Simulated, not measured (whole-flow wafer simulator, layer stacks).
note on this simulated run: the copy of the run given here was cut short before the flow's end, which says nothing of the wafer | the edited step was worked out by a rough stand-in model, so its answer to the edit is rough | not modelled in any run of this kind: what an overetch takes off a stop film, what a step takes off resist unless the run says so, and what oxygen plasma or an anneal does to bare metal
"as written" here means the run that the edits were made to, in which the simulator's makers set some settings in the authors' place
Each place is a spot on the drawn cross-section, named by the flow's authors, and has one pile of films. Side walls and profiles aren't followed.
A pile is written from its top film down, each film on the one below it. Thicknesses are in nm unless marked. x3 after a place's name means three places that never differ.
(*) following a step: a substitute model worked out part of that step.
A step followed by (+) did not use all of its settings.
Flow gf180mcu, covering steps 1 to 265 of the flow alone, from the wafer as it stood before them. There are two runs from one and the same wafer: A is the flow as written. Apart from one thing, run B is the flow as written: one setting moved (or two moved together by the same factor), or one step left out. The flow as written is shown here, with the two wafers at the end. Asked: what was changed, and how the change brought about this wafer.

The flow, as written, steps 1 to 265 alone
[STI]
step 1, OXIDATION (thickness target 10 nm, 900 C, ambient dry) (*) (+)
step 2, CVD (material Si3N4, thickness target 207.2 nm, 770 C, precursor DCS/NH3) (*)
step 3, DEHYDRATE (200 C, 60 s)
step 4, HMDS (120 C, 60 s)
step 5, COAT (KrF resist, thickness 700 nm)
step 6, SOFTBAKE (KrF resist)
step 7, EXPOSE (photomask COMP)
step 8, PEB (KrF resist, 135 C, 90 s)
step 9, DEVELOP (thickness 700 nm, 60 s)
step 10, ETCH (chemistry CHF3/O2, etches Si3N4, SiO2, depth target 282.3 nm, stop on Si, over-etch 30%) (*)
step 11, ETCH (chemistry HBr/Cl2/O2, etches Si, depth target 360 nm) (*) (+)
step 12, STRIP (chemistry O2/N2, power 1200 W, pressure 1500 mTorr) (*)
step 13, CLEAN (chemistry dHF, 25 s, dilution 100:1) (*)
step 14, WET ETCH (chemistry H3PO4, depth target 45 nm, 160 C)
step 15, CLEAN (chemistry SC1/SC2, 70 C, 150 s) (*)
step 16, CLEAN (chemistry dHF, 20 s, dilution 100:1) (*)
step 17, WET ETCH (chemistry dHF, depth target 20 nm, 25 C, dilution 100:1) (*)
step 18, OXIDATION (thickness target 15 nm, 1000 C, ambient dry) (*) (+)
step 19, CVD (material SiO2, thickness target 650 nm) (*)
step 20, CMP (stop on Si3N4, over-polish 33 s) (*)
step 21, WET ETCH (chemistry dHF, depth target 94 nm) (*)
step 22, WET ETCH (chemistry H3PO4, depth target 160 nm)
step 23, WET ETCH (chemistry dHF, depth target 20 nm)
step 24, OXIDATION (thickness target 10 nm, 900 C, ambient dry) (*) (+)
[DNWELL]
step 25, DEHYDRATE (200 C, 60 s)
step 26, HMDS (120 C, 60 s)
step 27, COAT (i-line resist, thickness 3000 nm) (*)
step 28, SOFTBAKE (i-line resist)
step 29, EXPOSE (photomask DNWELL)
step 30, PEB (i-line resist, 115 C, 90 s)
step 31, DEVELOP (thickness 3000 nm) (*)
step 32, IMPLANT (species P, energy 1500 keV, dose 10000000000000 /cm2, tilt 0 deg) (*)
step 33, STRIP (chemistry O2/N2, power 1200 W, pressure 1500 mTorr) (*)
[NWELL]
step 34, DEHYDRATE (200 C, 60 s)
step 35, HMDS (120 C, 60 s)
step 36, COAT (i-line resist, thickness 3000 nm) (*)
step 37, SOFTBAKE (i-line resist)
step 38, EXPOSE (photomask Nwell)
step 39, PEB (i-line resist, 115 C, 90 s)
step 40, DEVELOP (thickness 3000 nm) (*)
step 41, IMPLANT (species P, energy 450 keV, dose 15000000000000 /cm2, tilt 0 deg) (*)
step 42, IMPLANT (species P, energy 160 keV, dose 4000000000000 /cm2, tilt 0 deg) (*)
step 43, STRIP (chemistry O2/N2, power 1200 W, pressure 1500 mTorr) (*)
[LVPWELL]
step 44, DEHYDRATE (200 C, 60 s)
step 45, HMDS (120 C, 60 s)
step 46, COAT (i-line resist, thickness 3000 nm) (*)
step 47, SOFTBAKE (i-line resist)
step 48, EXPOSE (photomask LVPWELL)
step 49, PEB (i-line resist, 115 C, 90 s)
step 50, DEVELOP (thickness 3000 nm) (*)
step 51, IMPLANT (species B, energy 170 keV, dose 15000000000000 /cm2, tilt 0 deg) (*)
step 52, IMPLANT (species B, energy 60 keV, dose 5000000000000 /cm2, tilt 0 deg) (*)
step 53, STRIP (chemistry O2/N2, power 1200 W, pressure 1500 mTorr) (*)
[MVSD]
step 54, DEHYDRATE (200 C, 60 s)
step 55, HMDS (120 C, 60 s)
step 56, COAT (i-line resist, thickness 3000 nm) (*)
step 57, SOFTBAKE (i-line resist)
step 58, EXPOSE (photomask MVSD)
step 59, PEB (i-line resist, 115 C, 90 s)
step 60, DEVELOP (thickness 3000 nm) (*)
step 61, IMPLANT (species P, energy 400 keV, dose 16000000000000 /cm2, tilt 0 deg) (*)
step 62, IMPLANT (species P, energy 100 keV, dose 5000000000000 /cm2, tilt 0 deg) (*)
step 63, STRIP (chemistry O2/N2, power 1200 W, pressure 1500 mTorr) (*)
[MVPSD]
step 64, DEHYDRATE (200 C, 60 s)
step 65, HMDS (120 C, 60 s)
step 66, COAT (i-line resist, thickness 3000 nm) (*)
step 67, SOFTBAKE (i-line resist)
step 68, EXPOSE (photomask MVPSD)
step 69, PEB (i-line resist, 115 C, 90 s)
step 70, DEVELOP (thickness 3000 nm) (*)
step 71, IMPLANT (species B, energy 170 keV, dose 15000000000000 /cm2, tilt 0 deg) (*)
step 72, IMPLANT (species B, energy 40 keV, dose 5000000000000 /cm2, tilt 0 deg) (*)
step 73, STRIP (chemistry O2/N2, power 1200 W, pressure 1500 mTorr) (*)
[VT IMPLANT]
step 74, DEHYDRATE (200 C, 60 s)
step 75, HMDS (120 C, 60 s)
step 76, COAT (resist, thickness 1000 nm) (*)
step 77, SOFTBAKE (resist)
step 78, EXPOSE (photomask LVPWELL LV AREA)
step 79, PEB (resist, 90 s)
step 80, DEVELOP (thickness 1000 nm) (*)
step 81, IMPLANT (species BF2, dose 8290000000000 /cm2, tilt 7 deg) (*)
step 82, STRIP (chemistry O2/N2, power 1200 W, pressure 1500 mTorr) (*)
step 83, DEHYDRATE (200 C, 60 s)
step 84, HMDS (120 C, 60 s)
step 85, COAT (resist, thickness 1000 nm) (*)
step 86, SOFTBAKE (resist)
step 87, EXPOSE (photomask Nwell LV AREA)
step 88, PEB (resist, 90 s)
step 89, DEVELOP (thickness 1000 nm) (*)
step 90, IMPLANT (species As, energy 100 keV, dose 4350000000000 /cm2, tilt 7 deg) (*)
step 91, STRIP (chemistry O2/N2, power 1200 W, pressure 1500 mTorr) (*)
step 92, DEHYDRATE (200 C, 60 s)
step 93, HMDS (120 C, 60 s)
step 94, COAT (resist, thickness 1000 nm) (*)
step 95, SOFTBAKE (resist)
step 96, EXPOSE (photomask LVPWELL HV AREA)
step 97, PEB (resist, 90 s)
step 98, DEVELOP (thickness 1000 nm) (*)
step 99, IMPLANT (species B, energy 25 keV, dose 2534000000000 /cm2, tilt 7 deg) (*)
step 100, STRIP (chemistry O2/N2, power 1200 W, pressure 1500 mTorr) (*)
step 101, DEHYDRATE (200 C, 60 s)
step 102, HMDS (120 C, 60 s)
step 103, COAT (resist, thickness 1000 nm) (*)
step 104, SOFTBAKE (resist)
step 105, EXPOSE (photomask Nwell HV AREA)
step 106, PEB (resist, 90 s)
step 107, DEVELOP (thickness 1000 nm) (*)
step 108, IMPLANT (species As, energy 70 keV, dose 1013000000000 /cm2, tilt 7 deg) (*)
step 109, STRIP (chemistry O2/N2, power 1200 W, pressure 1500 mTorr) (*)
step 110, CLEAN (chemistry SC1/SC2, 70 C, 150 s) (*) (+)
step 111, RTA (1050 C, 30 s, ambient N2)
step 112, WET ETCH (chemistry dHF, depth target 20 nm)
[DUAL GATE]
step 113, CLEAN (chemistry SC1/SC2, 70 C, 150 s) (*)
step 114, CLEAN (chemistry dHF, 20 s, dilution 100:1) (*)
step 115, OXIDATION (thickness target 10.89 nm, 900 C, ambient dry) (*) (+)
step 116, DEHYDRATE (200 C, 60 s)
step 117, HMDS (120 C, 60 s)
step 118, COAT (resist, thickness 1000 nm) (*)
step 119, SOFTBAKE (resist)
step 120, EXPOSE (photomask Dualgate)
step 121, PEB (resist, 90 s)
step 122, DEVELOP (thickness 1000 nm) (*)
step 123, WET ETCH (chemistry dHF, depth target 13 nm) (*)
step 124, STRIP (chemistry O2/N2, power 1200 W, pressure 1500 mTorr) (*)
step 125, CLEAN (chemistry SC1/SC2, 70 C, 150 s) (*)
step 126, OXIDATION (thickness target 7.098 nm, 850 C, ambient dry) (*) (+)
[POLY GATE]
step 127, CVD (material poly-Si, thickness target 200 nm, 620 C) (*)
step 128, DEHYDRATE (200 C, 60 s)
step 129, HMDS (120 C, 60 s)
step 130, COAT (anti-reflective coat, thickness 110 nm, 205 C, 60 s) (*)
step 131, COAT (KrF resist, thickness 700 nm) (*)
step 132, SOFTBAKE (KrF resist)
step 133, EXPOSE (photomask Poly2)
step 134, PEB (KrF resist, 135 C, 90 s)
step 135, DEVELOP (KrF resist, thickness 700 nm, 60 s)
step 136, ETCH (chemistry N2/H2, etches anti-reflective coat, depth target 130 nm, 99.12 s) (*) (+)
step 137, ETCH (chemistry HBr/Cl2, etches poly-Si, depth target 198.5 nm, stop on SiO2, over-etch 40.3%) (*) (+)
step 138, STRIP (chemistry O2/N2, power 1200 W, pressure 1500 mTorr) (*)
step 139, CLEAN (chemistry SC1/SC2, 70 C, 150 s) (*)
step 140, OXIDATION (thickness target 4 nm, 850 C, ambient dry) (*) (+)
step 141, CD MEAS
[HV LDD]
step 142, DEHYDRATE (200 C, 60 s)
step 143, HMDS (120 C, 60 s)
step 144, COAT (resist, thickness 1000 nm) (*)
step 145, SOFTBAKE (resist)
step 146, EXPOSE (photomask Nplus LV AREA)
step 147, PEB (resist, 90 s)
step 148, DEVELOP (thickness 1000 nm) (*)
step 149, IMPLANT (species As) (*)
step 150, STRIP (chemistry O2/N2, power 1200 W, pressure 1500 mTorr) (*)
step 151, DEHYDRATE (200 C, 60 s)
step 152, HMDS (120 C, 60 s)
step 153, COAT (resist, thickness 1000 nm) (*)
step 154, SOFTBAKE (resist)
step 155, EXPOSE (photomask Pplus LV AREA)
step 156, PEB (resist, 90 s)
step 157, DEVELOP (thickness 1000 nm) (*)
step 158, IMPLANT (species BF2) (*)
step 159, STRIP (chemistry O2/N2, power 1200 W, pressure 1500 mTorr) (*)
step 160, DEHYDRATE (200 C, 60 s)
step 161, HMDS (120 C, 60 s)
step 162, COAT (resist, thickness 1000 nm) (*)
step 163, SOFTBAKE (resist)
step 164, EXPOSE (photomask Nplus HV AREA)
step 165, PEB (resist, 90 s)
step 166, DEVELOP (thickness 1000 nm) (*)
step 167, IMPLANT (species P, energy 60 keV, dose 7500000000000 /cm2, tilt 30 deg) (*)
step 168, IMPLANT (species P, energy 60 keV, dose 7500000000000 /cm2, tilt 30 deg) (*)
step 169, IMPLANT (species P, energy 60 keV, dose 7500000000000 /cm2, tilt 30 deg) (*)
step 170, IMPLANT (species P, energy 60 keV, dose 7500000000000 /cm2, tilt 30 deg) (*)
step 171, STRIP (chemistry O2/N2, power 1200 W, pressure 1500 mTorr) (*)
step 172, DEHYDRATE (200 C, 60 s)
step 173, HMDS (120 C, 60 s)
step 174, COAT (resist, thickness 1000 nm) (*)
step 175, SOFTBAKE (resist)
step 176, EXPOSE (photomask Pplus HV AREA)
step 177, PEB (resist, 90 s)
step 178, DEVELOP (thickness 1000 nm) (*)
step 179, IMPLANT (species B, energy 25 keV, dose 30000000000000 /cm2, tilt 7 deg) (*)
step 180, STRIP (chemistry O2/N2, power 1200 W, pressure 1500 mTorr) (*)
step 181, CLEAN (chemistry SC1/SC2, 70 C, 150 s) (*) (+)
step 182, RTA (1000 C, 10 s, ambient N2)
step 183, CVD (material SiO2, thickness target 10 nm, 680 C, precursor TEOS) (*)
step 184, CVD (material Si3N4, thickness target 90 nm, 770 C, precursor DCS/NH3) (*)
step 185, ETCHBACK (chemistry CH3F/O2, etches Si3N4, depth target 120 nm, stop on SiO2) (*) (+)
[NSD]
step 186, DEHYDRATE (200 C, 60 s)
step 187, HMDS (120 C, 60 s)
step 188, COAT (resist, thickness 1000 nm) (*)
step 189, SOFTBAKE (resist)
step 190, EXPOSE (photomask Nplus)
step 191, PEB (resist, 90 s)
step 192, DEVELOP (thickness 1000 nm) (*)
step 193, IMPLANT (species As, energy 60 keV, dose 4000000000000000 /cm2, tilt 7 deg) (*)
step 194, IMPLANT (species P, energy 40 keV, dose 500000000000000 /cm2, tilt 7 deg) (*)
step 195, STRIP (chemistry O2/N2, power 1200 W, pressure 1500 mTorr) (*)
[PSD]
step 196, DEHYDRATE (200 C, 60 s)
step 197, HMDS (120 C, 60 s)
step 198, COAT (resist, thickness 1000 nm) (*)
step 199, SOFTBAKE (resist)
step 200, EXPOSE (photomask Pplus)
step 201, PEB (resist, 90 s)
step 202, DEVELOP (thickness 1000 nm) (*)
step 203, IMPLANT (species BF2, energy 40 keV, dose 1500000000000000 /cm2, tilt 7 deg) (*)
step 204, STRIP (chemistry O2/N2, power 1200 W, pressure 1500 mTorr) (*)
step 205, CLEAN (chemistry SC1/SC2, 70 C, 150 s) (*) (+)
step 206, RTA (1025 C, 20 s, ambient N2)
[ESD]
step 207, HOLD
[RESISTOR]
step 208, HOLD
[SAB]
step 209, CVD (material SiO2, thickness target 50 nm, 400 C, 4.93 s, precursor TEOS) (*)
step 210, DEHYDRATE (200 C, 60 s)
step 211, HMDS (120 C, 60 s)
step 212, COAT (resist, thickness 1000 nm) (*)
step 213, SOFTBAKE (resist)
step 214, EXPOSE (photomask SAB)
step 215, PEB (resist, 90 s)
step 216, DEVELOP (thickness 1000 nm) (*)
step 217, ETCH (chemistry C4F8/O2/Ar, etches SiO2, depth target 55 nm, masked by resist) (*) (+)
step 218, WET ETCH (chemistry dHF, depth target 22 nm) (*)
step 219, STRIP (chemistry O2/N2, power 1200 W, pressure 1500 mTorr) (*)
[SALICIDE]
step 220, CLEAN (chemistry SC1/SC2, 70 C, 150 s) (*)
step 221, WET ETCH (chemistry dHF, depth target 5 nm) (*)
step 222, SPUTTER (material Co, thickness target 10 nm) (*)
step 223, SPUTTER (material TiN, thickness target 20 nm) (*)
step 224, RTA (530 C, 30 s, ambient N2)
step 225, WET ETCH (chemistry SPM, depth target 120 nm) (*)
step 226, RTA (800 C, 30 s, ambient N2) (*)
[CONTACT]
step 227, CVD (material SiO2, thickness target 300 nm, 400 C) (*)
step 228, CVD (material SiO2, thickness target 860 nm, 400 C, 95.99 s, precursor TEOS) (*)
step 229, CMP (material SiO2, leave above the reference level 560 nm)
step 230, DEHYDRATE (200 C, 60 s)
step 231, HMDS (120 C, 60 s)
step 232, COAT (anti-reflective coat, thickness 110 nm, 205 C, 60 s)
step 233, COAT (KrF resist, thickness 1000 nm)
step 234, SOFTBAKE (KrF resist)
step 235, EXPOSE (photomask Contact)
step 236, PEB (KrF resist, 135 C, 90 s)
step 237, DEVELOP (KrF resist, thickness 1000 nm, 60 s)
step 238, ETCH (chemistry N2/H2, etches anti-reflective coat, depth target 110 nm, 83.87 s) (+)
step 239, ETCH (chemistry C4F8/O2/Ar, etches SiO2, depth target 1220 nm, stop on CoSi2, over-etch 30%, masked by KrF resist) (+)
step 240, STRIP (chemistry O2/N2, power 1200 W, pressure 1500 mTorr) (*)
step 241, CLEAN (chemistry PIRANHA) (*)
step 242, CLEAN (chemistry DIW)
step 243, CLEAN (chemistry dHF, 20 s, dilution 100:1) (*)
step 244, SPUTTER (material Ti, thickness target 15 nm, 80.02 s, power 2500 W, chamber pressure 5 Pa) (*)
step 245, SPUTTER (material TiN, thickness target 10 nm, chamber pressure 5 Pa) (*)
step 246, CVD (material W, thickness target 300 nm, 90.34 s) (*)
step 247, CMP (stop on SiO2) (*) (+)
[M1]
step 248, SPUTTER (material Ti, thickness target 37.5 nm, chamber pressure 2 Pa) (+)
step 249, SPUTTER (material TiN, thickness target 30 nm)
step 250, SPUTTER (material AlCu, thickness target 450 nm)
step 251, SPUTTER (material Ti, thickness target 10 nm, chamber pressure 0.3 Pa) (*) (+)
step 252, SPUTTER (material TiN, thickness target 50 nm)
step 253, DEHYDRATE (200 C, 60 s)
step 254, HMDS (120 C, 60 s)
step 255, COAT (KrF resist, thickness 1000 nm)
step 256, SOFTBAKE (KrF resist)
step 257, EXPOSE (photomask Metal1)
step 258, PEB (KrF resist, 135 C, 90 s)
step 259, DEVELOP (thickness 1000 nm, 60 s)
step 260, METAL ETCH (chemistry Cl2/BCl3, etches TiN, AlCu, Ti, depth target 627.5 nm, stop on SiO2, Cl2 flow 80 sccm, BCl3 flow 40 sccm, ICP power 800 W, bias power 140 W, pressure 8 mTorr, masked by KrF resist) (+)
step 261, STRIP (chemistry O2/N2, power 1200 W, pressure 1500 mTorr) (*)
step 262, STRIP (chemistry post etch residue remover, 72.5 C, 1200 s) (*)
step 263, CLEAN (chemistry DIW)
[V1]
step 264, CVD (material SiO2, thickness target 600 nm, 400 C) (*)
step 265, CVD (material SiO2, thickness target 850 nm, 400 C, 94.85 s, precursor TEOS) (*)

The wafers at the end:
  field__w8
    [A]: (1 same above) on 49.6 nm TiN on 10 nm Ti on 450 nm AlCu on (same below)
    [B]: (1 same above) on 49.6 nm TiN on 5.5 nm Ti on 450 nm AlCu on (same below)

What caused this: step 251, SPUTTER: thickness target 5.5 nm was run, whereas the flow has thickness target 10 nm.
The wafer lets one read it off: field__w8 has Ti 5.5, and step 251 as written asks for 10 nm.

The path from the change to this, step by step:
  step 251, SPUTTER (material Ti, thickness target 10 nm, chamber pressure 0.3 Pa) (*) (+)
      field, field__w1, field__w2 and 108 more: A Ti gains 10 (new film) | B Ti gains 5.5 (new film)
  step 260, METAL ETCH (chemistry Cl2/BCl3, etches TiN, AlCu, Ti, depth target 627.5 nm, stop on SiO2, Cl2 flow 80 sccm, BCl3 flow 40 sccm, ICP power 800 W, bias power 140 W, pressure 8 mTorr, masked by KrF resist) (+)
      field, field__w1, field__w2 and 99 more: A TiN loses 50 (all of it), Ti loses 10 (all of it), AlCu loses 450 (all of it), TiN loses 30 (all of it), Ti loses 37.5 (all of it) | B TiN loses 50 (all of it), Ti loses 5.5 (all of it), AlCu loses 450 (all of it), TiN loses 30 (all of it), Ti loses 37.5 (all of it)
